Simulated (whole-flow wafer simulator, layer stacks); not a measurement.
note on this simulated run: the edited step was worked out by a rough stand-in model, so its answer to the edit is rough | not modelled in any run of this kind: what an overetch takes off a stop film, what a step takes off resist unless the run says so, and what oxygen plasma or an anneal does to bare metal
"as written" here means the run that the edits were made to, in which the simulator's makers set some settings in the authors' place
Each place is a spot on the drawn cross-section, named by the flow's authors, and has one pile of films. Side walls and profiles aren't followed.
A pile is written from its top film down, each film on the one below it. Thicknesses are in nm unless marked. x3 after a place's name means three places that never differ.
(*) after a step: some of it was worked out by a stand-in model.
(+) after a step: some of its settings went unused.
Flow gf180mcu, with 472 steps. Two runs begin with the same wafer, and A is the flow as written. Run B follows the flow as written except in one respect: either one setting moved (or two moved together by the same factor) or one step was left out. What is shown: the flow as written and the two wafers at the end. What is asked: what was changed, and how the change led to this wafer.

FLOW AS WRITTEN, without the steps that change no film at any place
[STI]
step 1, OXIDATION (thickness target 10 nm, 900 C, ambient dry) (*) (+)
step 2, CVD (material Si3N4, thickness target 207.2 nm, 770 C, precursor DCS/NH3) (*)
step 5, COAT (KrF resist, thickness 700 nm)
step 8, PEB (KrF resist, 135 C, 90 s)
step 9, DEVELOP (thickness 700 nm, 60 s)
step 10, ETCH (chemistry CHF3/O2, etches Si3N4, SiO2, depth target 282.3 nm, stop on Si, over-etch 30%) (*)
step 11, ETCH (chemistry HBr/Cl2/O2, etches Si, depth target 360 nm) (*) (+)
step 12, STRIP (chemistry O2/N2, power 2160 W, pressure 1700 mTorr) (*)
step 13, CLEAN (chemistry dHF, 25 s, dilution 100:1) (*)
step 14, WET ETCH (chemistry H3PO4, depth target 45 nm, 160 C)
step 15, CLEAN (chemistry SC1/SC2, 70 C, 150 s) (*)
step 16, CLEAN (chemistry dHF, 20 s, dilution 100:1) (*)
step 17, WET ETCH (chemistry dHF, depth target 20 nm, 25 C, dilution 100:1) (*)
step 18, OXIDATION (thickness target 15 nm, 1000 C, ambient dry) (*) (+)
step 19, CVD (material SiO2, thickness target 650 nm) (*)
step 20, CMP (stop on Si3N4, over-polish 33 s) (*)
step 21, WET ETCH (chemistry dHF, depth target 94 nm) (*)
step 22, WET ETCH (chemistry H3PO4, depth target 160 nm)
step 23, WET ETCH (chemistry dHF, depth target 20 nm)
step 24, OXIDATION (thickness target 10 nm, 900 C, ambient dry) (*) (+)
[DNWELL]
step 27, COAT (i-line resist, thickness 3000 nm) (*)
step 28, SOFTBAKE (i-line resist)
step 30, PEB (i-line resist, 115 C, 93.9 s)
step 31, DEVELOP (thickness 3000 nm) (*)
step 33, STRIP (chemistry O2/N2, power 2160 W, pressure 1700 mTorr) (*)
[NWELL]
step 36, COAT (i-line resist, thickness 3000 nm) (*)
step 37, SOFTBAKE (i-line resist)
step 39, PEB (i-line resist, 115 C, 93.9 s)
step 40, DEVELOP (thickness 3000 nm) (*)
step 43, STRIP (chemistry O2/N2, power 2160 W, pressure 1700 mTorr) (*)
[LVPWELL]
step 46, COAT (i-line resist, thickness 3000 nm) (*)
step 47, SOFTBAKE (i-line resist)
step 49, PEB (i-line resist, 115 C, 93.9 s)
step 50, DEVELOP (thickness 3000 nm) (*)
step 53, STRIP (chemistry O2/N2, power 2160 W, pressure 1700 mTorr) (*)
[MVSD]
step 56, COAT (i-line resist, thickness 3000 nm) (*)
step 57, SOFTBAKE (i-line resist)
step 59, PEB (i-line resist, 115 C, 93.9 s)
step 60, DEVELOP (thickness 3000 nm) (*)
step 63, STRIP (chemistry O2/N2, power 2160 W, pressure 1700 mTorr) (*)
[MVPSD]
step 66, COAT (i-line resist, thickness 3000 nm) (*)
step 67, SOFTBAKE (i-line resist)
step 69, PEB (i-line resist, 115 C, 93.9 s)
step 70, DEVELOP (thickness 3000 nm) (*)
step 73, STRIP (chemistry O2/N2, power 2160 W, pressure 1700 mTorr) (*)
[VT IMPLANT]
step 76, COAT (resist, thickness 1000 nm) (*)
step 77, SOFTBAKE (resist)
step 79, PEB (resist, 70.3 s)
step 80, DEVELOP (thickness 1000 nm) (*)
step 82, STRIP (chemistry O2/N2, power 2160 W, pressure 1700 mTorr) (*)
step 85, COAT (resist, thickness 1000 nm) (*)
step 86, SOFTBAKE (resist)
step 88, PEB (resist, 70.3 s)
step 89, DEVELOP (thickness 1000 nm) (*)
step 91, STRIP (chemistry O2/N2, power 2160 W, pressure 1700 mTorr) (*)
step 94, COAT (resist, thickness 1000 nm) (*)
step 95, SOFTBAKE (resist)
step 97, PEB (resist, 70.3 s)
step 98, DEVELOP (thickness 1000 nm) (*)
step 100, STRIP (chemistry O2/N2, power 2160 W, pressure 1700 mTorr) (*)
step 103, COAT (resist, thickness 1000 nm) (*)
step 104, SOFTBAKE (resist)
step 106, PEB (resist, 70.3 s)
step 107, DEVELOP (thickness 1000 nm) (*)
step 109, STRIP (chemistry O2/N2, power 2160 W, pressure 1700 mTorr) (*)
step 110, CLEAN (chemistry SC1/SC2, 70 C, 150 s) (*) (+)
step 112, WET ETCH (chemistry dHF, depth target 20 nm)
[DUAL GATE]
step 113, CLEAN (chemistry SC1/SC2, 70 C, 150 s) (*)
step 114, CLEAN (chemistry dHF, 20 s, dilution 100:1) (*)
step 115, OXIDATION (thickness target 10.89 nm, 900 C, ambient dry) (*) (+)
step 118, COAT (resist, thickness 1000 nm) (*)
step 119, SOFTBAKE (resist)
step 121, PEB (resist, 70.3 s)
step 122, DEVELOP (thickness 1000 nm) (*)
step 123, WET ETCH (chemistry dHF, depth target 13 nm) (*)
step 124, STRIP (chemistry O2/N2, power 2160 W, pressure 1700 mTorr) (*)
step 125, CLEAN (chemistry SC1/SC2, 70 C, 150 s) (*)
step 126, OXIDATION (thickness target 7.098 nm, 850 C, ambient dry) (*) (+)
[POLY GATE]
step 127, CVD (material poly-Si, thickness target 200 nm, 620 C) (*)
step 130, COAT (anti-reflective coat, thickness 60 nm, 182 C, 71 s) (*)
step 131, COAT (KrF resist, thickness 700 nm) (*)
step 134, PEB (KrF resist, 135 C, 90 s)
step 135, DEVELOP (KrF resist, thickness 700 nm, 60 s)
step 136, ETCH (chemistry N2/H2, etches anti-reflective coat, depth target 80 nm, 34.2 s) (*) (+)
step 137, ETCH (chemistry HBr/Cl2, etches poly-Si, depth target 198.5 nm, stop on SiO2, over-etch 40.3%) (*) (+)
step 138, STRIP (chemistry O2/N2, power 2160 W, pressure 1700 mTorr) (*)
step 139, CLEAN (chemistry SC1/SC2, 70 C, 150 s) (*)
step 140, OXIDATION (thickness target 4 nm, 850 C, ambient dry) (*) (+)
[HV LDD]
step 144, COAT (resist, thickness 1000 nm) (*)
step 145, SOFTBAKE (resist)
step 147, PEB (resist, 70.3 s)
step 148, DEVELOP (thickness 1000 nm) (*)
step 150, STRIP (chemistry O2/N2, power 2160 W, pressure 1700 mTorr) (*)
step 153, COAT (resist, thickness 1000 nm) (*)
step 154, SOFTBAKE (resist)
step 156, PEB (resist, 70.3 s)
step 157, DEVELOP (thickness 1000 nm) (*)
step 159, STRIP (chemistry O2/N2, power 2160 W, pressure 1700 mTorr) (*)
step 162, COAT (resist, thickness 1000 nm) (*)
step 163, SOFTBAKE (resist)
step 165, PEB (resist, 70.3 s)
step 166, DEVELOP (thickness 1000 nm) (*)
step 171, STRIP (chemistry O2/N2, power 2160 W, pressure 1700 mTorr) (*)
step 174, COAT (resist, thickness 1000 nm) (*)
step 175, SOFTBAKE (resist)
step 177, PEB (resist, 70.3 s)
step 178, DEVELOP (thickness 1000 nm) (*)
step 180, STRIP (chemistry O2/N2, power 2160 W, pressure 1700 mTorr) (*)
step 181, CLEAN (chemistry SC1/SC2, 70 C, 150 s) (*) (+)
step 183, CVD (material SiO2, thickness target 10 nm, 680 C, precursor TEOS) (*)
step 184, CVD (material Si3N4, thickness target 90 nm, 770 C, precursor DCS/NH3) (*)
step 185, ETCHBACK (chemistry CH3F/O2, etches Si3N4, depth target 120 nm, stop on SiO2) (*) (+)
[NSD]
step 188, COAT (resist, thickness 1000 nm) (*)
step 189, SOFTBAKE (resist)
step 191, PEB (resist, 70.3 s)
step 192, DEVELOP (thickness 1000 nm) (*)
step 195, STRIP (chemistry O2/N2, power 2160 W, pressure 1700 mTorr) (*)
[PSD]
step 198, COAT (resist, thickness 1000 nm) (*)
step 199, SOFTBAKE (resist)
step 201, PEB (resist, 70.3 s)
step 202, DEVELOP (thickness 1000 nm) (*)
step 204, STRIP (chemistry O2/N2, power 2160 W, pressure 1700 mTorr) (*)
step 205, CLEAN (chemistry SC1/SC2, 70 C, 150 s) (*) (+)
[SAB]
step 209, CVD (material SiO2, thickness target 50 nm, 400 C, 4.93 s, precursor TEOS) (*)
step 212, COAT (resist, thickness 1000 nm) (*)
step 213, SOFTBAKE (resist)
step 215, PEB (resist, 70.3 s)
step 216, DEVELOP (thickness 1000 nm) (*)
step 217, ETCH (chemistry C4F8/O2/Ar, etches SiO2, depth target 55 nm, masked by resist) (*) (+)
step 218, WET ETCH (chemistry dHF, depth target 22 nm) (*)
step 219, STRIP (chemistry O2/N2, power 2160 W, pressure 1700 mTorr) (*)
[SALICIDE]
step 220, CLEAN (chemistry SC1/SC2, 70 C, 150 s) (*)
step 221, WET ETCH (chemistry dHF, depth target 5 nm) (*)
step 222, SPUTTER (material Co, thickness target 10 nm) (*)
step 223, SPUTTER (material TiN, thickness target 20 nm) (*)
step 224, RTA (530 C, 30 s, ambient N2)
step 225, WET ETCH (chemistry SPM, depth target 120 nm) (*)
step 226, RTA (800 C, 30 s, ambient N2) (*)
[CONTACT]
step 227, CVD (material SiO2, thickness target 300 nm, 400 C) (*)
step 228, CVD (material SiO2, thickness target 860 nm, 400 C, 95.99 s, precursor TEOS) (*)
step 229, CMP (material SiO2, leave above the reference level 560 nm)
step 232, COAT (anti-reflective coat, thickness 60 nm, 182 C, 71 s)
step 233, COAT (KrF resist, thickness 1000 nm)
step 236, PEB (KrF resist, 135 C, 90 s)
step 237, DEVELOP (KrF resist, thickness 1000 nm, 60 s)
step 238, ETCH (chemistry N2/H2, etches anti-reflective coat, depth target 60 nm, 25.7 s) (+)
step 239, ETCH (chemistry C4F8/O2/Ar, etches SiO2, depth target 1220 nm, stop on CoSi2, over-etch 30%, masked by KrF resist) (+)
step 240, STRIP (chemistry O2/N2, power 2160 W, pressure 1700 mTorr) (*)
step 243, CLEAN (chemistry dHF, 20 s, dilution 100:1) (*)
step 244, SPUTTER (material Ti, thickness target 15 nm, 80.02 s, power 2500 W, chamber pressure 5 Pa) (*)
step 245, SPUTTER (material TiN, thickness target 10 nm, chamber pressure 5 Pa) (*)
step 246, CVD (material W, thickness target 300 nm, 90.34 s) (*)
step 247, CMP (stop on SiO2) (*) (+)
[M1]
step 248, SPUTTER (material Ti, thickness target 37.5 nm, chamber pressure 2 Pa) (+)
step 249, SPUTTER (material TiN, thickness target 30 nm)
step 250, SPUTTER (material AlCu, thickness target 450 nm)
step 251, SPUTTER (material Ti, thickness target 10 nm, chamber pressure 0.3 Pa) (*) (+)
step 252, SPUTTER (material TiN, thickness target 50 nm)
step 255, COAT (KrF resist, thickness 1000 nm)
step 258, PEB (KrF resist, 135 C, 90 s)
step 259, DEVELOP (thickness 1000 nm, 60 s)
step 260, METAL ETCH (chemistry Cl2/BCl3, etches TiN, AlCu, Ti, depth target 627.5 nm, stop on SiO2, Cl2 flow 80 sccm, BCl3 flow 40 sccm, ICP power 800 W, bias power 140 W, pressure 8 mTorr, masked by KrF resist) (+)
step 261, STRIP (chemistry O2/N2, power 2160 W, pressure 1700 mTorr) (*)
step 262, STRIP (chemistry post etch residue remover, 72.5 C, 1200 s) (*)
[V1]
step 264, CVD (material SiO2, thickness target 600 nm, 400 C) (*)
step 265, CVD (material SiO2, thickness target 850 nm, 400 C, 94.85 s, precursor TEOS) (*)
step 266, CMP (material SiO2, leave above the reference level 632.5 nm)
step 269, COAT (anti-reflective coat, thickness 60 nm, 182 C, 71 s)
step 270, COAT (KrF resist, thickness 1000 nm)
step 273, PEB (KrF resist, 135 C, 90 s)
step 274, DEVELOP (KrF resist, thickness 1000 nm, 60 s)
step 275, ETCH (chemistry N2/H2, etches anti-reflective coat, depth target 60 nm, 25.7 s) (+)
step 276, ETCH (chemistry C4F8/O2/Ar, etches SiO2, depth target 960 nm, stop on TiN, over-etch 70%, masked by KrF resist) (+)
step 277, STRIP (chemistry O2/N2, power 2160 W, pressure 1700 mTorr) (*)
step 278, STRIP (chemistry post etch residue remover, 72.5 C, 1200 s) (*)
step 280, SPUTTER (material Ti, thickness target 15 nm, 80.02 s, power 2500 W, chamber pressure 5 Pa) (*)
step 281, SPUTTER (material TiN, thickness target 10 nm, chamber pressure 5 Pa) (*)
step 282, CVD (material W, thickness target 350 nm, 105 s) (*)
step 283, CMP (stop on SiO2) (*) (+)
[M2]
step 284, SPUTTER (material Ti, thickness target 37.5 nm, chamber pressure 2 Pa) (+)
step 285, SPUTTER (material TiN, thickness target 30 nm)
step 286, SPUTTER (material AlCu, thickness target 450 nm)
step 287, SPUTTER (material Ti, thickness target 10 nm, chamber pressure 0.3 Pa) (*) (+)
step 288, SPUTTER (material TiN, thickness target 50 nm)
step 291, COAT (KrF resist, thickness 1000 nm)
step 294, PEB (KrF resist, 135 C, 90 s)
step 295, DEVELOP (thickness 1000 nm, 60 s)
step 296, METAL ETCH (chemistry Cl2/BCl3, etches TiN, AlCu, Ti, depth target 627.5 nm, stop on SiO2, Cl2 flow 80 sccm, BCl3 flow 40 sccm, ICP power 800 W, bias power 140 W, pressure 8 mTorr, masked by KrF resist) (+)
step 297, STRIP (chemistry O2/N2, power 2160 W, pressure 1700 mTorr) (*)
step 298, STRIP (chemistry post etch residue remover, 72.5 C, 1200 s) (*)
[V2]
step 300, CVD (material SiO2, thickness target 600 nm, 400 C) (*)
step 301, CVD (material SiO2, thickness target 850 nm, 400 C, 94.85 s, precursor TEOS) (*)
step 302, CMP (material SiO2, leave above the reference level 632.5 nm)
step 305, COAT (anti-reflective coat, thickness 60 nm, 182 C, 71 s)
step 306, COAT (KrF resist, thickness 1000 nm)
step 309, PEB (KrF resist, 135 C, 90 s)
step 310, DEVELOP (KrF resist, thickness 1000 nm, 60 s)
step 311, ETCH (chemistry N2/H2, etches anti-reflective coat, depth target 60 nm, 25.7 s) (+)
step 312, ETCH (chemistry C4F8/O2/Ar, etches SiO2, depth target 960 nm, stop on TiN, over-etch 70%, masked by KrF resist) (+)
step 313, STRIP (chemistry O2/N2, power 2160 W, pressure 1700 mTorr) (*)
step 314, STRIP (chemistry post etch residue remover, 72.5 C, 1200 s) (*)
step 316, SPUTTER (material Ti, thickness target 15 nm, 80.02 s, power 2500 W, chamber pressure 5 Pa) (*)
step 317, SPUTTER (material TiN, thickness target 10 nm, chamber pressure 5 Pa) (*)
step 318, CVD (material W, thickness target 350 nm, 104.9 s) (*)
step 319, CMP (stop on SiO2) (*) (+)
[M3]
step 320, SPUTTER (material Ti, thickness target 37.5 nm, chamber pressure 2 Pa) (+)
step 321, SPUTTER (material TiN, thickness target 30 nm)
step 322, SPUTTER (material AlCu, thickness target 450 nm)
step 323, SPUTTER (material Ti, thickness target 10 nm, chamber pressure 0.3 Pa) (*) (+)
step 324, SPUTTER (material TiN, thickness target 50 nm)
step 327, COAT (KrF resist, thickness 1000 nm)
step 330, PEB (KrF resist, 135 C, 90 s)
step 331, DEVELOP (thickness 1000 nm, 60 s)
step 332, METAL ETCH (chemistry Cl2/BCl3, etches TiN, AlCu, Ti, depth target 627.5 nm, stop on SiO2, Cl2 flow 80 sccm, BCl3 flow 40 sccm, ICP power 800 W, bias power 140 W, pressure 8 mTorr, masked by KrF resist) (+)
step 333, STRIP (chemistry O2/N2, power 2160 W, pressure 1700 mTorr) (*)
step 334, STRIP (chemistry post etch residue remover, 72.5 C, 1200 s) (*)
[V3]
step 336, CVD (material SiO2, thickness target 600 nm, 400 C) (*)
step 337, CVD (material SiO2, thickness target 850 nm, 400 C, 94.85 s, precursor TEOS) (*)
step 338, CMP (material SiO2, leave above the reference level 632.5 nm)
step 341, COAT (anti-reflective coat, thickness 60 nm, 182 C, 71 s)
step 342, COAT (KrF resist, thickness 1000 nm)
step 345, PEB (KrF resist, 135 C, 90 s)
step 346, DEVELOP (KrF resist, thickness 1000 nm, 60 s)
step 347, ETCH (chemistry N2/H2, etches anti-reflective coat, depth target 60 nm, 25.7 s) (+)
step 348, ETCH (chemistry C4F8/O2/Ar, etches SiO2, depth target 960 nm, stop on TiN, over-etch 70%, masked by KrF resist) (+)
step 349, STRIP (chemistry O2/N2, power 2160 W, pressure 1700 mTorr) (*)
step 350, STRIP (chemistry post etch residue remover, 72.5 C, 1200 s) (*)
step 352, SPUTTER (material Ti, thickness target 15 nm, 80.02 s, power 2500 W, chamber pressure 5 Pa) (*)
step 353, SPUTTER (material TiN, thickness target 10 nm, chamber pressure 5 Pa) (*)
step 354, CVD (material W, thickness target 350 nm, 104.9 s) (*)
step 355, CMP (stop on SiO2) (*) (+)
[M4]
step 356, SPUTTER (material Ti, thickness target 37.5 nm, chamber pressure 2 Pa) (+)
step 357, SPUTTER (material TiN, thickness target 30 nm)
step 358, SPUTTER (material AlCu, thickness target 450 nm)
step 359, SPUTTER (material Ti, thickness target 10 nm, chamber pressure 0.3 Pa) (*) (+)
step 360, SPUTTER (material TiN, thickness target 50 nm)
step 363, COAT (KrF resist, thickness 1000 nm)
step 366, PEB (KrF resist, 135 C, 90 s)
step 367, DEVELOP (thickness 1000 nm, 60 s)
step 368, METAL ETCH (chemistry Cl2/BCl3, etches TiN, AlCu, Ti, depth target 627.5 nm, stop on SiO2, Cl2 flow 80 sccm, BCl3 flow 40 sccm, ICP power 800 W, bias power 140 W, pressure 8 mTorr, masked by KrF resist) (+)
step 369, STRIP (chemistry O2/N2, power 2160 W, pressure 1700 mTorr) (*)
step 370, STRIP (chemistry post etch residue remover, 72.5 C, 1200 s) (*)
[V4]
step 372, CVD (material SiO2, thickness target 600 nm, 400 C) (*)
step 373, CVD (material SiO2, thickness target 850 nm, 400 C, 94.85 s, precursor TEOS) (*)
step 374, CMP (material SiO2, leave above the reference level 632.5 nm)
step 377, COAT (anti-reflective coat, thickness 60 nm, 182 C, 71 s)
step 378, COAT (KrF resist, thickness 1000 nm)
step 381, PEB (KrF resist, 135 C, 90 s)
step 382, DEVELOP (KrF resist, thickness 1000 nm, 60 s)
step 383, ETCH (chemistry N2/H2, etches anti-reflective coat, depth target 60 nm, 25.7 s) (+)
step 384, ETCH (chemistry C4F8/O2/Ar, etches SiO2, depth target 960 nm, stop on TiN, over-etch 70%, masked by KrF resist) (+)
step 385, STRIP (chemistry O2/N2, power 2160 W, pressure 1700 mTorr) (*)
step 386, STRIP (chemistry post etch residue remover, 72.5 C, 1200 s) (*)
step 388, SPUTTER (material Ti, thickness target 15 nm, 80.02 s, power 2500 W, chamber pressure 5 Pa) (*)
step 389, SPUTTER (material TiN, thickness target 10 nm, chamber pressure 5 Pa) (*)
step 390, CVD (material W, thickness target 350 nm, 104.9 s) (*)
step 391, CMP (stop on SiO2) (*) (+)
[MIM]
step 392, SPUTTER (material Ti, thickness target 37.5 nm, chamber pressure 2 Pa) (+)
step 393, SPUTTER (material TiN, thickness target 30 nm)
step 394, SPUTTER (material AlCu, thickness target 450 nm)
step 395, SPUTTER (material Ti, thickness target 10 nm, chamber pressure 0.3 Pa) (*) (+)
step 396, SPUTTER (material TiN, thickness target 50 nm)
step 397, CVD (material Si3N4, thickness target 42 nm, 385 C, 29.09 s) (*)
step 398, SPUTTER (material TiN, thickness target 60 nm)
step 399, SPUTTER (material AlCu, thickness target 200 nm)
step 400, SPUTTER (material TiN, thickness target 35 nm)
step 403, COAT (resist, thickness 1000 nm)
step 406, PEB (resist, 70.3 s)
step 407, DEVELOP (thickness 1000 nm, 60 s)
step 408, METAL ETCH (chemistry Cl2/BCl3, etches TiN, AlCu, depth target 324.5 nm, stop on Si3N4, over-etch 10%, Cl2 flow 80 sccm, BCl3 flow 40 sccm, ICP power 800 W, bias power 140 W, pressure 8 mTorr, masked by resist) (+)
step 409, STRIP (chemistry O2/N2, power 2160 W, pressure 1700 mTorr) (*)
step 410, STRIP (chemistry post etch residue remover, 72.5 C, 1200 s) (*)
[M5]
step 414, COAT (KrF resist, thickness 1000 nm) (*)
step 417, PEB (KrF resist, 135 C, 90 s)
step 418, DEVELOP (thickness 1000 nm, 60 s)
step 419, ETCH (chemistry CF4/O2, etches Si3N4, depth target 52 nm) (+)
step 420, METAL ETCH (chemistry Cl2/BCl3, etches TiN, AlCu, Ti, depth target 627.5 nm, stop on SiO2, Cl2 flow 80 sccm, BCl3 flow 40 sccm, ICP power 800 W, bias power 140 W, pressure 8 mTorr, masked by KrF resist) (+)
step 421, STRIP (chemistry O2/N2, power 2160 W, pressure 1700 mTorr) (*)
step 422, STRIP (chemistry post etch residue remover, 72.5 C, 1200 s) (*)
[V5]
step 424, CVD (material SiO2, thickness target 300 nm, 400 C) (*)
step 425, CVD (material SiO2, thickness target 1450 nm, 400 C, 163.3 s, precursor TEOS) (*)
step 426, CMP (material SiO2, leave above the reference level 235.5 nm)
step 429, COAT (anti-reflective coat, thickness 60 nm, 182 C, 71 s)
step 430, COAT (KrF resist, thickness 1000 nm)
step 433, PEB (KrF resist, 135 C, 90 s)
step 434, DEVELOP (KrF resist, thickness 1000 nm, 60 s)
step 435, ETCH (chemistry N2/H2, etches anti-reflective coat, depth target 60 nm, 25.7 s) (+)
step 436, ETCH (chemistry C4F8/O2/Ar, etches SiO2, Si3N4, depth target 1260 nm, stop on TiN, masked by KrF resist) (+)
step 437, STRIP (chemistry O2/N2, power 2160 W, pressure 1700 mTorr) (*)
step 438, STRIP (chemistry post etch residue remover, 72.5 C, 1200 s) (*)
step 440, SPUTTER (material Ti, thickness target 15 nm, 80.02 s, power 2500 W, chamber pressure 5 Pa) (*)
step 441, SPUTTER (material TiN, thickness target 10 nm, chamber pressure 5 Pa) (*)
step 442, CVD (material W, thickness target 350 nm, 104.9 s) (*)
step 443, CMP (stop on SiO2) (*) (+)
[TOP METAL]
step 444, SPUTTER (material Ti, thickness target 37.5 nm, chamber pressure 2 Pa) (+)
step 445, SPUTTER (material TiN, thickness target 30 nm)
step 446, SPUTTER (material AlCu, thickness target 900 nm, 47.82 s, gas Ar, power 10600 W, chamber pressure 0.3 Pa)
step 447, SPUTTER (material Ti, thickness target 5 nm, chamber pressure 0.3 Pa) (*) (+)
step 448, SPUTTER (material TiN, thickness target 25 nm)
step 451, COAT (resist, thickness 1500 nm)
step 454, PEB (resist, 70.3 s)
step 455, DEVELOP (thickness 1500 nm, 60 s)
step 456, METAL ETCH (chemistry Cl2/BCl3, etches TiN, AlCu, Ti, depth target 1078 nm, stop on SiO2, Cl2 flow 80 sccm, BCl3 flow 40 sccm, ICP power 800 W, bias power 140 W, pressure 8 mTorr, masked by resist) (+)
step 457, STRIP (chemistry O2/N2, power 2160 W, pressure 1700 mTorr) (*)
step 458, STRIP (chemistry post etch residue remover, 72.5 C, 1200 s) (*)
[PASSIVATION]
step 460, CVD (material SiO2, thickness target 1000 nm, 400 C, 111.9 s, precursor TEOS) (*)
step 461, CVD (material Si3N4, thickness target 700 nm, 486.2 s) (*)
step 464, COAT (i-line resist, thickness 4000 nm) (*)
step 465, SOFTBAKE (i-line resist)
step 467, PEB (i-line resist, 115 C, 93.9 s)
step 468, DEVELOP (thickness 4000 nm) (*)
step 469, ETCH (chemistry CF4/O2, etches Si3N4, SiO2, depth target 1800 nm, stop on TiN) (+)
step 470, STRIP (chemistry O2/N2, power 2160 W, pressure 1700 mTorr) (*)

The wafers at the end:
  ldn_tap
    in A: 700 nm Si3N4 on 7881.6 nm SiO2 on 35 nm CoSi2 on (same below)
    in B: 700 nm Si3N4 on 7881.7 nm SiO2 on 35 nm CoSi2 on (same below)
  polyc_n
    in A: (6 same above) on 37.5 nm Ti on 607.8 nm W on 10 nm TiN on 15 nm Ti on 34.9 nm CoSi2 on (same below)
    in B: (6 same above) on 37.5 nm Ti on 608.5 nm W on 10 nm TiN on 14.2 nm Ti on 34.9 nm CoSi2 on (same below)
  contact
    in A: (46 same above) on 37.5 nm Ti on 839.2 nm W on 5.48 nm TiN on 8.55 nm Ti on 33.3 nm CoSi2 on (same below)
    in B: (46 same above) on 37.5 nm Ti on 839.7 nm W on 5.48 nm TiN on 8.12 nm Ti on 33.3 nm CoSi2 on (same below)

What caused this: step 244, SPUTTER: 76.02 s was run, though the flow has 80.02 s.

The path from the change to this, step by step:
  step 244, SPUTTER (material Ti, thickness target 15 nm, 80.02 s, power 2500 W, chamber pressure 5 Pa) (*)
      field, field__w1, field__w2 and 107 more: A +15 Ti (new film) | B +14.2 Ti (new film)
  step 247, CMP (stop on SiO2) (*) (+)
      field, field__w1, field__w2 and 105 more: A -300 W (all of it), -10 TiN (all of it), -15 Ti (all of it), -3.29 SiO2 | B -300 W (all of it), -10 TiN (all of it), -14.2 Ti (all of it), -3.28 SiO2
